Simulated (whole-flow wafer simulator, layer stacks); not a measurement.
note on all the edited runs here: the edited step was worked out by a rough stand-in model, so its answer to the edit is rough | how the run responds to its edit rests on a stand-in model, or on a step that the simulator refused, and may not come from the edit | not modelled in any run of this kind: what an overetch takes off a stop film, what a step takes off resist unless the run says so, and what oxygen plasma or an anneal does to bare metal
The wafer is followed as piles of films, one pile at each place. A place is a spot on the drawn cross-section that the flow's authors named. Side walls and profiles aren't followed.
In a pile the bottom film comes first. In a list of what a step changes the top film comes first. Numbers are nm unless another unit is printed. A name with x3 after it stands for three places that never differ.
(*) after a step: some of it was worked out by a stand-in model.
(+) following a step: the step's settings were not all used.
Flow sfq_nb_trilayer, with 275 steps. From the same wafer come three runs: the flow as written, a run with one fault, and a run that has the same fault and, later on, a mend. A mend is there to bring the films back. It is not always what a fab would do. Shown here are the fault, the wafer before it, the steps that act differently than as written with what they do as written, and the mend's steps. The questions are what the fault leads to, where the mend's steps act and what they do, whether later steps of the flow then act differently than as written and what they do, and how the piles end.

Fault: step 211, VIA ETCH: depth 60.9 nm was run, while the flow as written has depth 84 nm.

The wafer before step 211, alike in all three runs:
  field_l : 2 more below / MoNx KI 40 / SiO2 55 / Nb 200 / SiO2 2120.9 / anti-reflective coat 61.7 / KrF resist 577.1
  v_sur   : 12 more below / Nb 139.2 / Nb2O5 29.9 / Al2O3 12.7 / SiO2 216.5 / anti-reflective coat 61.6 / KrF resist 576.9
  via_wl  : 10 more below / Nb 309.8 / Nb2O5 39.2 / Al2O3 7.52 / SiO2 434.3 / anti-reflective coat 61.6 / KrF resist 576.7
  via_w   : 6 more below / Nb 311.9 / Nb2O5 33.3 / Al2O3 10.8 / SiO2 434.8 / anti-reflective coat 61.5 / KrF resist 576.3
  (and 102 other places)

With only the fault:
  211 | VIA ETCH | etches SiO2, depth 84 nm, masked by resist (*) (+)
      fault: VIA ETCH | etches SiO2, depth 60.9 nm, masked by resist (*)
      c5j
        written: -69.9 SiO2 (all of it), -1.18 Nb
        fault: -60.9 SiO2
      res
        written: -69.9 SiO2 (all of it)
        fault: -60.9 SiO2
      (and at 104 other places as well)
  Later steps of the flow acting differently than as written (5 other steps are not shown; they differ only slightly, by no more than 2% or 0.5 nm, whichever is larger):
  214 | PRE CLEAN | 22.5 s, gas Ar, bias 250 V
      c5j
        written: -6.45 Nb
        fault: -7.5 SiO2
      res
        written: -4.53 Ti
        fault: -7.5 SiO2
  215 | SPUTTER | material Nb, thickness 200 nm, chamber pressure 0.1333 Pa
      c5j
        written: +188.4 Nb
        fault: +191.5 Nb (new film)
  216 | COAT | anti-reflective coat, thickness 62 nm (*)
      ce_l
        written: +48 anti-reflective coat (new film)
        fault: +50.4 anti-reflective coat (new film)
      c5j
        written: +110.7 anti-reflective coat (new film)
        fault: +104.3 anti-reflective coat (new film)
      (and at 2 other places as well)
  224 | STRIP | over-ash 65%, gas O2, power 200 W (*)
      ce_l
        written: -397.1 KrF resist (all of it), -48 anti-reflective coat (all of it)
        fault: -395.6 KrF resist (all of it), -50.4 anti-reflective coat (all of it)
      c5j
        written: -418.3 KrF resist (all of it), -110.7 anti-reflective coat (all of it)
        fault: -413.6 KrF resist (all of it), -104.3 anti-reflective coat (all of it)
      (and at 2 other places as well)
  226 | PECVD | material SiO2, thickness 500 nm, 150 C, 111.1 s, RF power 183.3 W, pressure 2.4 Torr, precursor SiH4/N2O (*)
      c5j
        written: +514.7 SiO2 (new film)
        fault: +502.5 SiO2 (new film)
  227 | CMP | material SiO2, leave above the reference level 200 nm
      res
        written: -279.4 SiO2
        fault: -286.5 SiO2
  At c5j, res, the piles at the end differ from the flow's by more than 2% or 0.5 nm, whichever is larger.
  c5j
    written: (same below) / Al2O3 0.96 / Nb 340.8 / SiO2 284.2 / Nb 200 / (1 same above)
    fault: (same below) / Al2O3 0.96 / Nb 160 / SiO2 1.49 / Nb 191.5 / SiO2 272 / Nb 200 / (1 same above)
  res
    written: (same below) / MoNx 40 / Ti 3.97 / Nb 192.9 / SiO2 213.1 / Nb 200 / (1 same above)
    fault: (same below) / MoNx 40 / Ti 8.5 / SiO2 1.46 / Nb 194.1 / SiO2 206 / Nb 200 / (1 same above)

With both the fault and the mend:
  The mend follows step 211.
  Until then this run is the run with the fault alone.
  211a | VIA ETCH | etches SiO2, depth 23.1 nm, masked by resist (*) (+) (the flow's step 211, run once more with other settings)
      field_l, v_sur, via_wl and 101 more
        -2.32 KrF resist
      c5j
        -8.99 SiO2 (all of it), -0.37 Nb
      res
        -8.96 SiO2 (all of it)
  Later steps of the flow that are run all act as written at every place that is followed, up to a difference of at most 2% or 0.5 nm, whichever is larger.
  The piles end only slightly different from the flow's at the places that both follow, by no more than 2% or 0.5 nm, whichever is larger.
